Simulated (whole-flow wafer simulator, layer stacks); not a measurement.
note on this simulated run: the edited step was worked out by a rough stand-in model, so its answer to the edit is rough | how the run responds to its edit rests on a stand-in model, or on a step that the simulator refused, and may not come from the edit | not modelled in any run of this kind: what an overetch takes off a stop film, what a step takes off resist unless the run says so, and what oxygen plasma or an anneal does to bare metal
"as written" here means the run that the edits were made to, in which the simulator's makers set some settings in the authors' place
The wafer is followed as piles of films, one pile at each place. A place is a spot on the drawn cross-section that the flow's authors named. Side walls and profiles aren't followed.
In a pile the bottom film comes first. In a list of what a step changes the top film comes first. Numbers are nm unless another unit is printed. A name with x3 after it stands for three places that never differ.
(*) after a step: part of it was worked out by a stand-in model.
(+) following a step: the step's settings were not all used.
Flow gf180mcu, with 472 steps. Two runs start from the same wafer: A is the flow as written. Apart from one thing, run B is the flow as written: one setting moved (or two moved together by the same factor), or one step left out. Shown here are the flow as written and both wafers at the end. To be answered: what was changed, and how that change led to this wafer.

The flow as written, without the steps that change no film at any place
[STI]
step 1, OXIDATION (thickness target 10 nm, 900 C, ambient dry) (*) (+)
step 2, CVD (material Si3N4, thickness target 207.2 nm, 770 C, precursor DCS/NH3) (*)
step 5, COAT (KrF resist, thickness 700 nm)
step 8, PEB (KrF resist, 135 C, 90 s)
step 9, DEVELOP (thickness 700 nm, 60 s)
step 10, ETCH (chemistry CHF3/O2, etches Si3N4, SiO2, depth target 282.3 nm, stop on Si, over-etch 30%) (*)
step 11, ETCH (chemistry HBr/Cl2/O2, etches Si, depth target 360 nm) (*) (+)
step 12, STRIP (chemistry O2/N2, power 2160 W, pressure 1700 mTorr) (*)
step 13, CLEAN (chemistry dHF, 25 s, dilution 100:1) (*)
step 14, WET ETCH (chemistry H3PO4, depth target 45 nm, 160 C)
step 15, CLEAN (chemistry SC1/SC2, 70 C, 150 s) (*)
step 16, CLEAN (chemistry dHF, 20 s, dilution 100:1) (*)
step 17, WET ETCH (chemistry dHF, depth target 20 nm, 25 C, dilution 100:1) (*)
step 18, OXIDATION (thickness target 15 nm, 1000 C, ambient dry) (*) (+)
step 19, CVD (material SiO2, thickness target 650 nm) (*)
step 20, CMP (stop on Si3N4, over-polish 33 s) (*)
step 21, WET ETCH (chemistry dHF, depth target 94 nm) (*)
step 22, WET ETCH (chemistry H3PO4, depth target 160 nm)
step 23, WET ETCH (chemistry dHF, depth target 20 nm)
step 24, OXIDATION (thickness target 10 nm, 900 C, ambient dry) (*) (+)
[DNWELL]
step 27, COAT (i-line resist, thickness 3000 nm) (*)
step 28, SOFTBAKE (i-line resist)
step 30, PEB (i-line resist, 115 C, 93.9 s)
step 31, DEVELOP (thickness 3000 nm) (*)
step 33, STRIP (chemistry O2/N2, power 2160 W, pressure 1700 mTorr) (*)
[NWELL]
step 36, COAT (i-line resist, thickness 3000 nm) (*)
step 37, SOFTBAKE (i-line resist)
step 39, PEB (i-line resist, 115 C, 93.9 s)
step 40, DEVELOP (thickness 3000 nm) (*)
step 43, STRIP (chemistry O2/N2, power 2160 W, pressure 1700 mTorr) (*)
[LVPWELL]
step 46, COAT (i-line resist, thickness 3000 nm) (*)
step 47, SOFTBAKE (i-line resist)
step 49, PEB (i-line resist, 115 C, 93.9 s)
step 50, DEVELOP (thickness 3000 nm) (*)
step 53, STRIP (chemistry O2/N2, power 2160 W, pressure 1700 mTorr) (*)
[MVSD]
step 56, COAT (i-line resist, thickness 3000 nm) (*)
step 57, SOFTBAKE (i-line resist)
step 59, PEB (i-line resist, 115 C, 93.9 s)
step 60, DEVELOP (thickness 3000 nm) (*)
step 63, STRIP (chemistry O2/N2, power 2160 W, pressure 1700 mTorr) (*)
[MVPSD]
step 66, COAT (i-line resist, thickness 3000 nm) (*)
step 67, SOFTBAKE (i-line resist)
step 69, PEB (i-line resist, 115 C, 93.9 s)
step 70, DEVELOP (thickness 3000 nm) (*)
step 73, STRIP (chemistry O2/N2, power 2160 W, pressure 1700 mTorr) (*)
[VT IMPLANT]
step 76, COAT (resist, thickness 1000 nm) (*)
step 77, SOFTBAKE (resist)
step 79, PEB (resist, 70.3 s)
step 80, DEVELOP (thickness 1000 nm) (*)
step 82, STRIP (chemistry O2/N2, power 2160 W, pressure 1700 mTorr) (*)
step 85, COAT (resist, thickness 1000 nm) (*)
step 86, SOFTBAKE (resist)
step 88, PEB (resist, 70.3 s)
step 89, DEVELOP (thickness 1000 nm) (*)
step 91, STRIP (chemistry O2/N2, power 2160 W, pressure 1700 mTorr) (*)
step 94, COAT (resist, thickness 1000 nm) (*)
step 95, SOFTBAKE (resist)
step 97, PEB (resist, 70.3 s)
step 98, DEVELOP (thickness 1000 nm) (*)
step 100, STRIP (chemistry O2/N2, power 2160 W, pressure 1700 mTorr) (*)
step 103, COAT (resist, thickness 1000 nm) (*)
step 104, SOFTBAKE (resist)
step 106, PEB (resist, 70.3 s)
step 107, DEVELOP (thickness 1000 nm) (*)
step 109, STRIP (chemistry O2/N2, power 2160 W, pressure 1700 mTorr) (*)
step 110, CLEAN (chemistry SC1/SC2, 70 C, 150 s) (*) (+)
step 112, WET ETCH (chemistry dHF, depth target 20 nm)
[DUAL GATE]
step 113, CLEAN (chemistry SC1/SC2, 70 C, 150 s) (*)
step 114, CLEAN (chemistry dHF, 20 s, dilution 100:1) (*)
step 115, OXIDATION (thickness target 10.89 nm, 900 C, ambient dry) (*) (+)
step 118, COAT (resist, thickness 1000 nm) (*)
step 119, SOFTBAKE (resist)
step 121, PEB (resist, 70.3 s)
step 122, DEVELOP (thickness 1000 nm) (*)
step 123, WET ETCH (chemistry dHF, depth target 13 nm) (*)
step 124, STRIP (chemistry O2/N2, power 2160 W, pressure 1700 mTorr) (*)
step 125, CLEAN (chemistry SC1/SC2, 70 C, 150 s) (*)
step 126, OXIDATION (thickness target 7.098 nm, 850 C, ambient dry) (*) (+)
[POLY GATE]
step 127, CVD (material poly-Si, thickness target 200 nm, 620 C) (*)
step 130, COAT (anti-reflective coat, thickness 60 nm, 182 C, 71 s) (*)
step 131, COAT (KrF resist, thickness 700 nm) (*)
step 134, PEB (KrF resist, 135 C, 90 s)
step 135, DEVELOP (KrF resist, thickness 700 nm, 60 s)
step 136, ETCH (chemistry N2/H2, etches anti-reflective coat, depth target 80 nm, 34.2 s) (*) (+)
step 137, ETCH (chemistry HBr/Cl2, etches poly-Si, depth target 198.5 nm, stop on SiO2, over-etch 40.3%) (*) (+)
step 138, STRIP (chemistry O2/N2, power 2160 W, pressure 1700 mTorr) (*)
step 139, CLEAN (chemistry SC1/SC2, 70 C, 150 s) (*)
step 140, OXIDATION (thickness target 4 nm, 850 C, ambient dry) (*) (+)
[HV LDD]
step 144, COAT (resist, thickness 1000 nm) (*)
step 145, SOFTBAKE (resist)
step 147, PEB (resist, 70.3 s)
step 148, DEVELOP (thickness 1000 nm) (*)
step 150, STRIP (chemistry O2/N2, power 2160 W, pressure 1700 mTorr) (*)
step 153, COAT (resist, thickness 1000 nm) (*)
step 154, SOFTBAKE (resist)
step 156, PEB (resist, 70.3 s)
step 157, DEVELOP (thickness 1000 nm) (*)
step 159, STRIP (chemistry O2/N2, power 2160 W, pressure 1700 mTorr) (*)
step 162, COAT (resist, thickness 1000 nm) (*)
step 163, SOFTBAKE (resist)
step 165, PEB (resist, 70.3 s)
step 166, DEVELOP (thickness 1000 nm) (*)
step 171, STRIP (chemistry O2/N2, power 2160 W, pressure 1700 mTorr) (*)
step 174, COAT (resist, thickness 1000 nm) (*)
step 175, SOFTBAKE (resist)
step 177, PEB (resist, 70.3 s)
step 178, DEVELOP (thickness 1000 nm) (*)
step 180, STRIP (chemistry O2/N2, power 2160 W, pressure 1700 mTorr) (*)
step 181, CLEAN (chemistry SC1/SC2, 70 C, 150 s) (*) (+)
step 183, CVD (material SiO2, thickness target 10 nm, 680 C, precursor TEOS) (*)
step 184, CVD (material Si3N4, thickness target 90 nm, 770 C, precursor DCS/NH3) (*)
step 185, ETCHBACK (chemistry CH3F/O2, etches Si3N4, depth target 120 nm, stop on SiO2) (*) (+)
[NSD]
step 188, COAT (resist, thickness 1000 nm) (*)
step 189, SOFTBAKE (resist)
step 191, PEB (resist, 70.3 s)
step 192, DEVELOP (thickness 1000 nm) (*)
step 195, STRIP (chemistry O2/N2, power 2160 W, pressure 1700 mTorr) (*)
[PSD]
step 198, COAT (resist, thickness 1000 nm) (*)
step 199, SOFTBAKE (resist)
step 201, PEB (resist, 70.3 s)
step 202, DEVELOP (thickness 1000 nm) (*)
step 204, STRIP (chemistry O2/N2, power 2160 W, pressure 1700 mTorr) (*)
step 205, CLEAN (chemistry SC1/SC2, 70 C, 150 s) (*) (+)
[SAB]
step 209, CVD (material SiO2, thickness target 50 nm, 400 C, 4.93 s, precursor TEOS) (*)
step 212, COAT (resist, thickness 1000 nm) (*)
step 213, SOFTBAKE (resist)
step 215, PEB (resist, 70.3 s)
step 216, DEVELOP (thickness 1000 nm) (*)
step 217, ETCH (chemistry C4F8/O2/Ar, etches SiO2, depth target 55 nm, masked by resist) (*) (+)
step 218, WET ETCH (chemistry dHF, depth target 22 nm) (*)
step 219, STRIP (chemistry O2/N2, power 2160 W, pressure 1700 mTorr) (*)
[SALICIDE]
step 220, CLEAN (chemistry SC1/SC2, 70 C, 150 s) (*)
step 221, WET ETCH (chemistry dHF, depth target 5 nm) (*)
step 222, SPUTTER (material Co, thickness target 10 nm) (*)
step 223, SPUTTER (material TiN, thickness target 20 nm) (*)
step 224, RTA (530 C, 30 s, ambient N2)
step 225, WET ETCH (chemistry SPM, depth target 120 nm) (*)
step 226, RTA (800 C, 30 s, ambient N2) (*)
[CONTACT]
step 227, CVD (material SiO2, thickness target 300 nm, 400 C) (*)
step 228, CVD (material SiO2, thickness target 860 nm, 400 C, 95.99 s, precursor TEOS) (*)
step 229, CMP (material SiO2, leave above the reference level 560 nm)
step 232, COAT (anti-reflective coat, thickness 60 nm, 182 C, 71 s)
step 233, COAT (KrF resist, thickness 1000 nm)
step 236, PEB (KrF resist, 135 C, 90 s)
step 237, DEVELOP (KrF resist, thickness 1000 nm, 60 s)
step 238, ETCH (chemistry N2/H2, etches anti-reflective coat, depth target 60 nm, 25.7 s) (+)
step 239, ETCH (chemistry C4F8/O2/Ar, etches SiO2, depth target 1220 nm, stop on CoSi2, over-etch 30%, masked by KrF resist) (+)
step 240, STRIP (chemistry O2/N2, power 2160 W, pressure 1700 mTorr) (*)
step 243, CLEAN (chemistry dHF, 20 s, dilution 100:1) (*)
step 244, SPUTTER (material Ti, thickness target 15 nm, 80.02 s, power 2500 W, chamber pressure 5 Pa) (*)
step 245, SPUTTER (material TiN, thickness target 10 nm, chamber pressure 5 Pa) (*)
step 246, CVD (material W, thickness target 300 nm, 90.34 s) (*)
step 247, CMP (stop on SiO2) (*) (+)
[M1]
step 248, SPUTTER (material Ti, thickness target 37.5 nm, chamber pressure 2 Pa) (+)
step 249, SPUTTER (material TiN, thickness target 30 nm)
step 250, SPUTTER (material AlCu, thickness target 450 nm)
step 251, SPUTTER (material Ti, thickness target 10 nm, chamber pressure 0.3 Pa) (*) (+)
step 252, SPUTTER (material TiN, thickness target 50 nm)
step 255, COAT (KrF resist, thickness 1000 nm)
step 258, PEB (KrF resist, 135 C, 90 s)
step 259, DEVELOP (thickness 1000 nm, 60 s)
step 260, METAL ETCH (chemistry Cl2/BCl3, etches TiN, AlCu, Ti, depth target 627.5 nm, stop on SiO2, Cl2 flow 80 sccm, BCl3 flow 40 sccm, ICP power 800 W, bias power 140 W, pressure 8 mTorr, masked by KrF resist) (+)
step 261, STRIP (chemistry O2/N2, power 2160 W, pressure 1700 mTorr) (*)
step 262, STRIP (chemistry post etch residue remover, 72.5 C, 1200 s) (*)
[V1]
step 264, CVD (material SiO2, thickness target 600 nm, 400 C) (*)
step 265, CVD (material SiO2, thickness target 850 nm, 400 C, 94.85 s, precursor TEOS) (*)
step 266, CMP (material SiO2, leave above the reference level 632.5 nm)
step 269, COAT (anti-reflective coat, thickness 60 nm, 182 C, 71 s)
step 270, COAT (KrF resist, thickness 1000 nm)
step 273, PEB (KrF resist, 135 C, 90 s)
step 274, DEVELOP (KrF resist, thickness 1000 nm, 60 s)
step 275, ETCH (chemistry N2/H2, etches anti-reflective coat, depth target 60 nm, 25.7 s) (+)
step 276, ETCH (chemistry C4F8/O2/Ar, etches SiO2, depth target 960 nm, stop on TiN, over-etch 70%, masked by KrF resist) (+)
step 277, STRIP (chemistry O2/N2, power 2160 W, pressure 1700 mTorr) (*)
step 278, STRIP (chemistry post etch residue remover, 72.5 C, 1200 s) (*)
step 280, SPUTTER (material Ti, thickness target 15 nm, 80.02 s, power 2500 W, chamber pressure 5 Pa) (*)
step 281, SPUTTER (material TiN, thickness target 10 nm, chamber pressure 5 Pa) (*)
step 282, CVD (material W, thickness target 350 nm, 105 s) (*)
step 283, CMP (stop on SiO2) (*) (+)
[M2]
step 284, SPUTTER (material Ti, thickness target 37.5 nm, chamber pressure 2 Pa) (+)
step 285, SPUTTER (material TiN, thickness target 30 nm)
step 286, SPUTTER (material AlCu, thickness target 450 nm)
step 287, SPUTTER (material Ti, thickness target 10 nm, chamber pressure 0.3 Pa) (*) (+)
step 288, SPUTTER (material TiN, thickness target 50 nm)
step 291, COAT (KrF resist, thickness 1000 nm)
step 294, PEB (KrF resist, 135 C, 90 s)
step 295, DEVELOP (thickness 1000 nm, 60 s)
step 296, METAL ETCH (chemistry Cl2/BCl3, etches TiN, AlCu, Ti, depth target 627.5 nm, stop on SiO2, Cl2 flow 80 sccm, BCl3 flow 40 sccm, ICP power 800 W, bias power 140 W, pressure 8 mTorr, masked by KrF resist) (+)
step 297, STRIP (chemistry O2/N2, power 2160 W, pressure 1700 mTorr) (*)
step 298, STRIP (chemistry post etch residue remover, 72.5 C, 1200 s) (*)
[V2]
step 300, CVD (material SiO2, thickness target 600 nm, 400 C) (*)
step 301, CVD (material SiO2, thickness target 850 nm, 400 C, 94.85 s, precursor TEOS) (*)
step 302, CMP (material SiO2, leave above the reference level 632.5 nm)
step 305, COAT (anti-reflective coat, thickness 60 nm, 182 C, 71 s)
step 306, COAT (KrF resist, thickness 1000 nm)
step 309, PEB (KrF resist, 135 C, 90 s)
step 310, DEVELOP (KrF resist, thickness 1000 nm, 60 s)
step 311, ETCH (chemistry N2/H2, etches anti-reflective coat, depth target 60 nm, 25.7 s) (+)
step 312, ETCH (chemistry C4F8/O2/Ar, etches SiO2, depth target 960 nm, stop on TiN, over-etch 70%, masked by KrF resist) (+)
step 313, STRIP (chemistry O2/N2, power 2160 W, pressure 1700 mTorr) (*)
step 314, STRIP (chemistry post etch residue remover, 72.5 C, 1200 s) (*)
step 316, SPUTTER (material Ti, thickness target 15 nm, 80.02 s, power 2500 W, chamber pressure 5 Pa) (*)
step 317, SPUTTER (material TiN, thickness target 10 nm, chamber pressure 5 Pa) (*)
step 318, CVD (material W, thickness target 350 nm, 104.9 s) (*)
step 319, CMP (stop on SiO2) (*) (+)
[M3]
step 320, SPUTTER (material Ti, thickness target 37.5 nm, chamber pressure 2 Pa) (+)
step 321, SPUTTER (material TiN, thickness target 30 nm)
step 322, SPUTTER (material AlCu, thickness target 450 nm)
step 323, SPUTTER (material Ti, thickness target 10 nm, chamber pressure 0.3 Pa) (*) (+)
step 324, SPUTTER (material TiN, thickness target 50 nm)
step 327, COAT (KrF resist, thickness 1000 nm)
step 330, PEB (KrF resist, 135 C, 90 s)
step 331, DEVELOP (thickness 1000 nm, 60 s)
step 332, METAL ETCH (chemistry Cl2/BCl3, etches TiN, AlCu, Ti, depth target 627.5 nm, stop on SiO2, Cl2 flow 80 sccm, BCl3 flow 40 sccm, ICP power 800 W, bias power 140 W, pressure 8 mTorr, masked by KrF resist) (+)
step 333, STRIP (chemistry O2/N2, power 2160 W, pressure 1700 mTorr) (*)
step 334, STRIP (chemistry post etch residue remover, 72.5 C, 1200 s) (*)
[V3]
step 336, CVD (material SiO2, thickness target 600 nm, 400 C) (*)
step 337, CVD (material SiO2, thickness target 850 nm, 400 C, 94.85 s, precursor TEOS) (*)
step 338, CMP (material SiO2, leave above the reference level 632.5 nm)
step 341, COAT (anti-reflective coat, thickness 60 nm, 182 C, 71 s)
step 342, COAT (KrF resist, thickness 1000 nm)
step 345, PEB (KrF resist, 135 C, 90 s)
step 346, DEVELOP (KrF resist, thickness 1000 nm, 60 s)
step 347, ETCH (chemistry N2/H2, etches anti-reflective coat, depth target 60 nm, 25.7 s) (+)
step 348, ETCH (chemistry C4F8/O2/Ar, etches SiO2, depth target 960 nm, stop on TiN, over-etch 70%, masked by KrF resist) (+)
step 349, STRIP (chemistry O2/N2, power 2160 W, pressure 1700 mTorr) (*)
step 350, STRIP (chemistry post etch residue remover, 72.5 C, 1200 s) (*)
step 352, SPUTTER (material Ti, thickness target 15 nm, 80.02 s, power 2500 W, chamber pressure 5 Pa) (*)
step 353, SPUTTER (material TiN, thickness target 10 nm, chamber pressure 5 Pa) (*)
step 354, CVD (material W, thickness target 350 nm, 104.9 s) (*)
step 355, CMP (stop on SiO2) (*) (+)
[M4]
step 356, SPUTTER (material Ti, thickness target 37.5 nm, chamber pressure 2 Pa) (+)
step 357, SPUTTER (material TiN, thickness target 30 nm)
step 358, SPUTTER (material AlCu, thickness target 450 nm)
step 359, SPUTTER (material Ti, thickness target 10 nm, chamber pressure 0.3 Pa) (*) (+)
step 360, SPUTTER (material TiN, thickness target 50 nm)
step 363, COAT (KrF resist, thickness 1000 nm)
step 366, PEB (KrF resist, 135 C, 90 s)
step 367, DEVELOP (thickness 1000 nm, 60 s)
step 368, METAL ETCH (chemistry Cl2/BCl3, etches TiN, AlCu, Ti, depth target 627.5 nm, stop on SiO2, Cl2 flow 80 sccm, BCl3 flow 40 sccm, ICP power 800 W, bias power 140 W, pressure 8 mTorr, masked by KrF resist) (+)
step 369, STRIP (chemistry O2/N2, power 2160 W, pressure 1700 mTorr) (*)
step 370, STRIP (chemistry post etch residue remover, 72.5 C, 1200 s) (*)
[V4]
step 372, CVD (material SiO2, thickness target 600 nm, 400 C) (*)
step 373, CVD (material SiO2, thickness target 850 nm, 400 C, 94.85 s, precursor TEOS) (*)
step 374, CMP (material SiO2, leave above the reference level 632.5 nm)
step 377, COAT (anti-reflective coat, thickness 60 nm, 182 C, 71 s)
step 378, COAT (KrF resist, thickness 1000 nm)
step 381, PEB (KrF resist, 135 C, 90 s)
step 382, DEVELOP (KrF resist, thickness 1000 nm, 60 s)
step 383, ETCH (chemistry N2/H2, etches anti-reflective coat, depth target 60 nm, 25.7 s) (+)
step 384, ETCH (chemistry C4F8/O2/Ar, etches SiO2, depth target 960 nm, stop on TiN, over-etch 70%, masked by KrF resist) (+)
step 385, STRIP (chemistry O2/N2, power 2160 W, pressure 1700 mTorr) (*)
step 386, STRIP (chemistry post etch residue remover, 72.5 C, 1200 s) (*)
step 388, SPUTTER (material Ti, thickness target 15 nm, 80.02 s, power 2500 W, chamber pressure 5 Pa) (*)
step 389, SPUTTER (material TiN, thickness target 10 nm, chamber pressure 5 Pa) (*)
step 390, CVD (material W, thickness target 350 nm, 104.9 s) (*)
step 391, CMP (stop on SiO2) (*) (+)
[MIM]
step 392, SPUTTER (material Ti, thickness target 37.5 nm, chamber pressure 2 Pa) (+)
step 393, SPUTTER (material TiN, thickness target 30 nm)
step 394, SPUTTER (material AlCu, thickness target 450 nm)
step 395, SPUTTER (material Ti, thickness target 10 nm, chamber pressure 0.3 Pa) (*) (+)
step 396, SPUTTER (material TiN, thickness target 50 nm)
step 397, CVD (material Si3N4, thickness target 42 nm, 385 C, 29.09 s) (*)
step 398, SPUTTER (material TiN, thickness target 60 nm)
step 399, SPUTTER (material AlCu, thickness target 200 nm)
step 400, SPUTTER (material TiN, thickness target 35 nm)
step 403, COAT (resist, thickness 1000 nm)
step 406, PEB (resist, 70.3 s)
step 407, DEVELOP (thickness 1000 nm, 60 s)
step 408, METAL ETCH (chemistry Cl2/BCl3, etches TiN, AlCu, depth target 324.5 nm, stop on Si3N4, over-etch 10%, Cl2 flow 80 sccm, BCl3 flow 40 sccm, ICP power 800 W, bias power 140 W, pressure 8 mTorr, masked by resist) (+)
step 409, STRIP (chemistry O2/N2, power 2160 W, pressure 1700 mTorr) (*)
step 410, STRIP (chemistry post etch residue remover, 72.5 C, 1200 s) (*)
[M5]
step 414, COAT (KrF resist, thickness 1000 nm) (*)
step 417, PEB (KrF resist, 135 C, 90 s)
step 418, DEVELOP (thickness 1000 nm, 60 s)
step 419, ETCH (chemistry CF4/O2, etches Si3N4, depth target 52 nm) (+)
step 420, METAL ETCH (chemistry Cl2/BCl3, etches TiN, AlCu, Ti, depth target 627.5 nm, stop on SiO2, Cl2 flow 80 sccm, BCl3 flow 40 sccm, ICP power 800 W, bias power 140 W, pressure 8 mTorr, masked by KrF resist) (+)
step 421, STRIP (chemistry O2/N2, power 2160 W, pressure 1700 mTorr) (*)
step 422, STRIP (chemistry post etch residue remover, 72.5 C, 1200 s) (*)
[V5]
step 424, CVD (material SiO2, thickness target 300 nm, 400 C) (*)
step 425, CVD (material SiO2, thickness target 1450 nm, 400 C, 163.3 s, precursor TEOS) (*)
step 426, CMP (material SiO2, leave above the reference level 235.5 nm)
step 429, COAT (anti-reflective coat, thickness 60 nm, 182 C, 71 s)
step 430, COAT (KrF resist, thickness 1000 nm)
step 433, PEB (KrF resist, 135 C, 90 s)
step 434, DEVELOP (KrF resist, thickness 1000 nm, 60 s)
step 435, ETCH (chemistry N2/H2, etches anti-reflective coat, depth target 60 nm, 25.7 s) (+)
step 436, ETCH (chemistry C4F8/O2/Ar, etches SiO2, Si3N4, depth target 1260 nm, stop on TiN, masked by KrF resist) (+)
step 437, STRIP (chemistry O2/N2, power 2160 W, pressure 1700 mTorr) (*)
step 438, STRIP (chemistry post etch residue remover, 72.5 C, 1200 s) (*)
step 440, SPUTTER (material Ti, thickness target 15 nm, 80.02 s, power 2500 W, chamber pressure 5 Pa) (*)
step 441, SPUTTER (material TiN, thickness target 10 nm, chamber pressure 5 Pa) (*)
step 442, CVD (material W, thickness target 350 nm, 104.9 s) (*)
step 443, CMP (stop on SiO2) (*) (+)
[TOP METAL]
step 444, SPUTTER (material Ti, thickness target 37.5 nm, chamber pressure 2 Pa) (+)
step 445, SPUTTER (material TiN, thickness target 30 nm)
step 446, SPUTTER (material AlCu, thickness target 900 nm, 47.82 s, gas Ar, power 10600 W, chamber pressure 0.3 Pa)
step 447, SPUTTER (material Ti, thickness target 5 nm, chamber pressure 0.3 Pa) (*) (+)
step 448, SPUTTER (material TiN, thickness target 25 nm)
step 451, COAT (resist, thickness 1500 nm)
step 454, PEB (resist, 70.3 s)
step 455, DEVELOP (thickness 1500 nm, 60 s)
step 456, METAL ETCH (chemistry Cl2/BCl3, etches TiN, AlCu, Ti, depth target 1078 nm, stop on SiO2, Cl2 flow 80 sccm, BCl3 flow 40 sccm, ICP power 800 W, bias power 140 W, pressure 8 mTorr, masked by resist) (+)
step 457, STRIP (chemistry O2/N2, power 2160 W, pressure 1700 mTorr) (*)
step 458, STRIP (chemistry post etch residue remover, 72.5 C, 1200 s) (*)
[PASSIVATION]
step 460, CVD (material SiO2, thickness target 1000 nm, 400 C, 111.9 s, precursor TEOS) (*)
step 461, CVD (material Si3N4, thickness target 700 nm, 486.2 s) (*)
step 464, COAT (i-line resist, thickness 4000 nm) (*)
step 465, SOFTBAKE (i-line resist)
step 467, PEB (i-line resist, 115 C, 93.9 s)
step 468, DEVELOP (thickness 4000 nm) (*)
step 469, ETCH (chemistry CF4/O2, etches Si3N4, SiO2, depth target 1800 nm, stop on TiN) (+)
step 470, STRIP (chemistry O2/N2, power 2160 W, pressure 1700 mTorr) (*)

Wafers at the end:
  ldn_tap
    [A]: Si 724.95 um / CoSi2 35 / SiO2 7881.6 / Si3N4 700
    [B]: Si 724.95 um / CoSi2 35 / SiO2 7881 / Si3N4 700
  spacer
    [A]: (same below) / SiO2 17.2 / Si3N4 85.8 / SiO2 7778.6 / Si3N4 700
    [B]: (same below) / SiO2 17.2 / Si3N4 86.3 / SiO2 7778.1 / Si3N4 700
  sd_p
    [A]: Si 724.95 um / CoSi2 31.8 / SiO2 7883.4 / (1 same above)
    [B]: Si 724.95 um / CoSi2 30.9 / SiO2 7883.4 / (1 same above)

What caused this: step 209, CVD: thickness target 68 nm was run, whereas the flow has thickness target 50 nm; step 209, CVD: 6.705 s was run, where the flow has 4.93 s.

Step by step, how the change led to this:
  step 209, CVD (material SiO2, thickness target 50 nm, 400 C, 4.93 s, precursor TEOS) (*)
      field, field__w7, field__w8 and 73 more: A +50 SiO2 | B +67.4 SiO2
      field_sub, field_sub__w2, ld_drn_n, ld_sd_p: A +48.8 SiO2 | B +65.8 SiO2
      (also at 29 further places)
  step 217, ETCH (chemistry C4F8/O2/Ar, etches SiO2, depth target 55 nm, masked by resist) (*) (+)
      spacer: A -50 SiO2 (all of it), -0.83 Si3N4 | B -55 SiO2
  step 218, WET ETCH (chemistry dHF, depth target 22 nm) (*)
      ldn_tap, ldn_src, ldn_drn, ldp_tap, ldp_src, ldp_drn, ldp_gr: A -16 SiO2 (all of it) | B -33 SiO2
      spacer: A -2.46 Si3N4 | B -12.4 SiO2 (all of it), -2.82 Si3N4
      (also at 92 further places)
  step 219, STRIP (chemistry O2/N2, power 2160 W, pressure 1700 mTorr) (*)
      ldn_tap, ldn_src, ldn_drn, ldp_tap, ldp_src, ldp_drn, ldp_gr: A +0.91 chemical SiO2 (new film), -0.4 Si | B nothing
  step 221, WET ETCH (chemistry dHF, depth target 5 nm) (*)
      ldn_tap, ldn_src, ldn_drn, ldp_tap, ldp_src, ldp_drn, ldp_gr: A -0.76 chemical SiO2 (all of it) | B nothing
  step 223, SPUTTER (material TiN, thickness target 20 nm) (*)
      field__w12: A +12 TiN (new film) | B +12.7 TiN (new film)
      sd_p: A +17.9 TiN (new film) | B +17.3 TiN (new film)
      (also at 1 further place)
  step 224, RTA (530 C, 30 s, ambient N2)
      sd_p: A under 1 film: +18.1 CoSi (new film), -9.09 Co (all of it), -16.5 Si | B under 1 film: +17.5 CoSi (new film), -8.83 Co (all of it), -16 Si
  step 225, WET ETCH (chemistry SPM, depth target 120 nm) (*)
      field__w12: A -12 TiN (all of it), -6.15 Co (all of it) | B -12.7 TiN (all of it), -6.43 Co (all of it)
      sd_p: A -17.9 TiN (all of it) | B -17.3 TiN (all of it)
      (also at 1 further place)
  step 226, RTA (800 C, 30 s, ambient N2) (*)
      sd_p: A +31.8 CoSi2 (new film), -18.1 CoSi (all of it), -16.5 Si | B +30.9 CoSi2 (new film), -17.5 CoSi (all of it), -16 Si
  step 229, CMP (material SiO2, leave above the reference level 560 nm)
      ldn_sep__w1, ldn_sep__w2, ldn_dft and 8 more: A -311 SiO2 | B -318.7 SiO2
      sti, mim_1p0, pad, dice_street, iso_nw_fld, iso_fld_sub: A -296.8 SiO2 | B -304.5 SiO2
      (also at 43 further places)
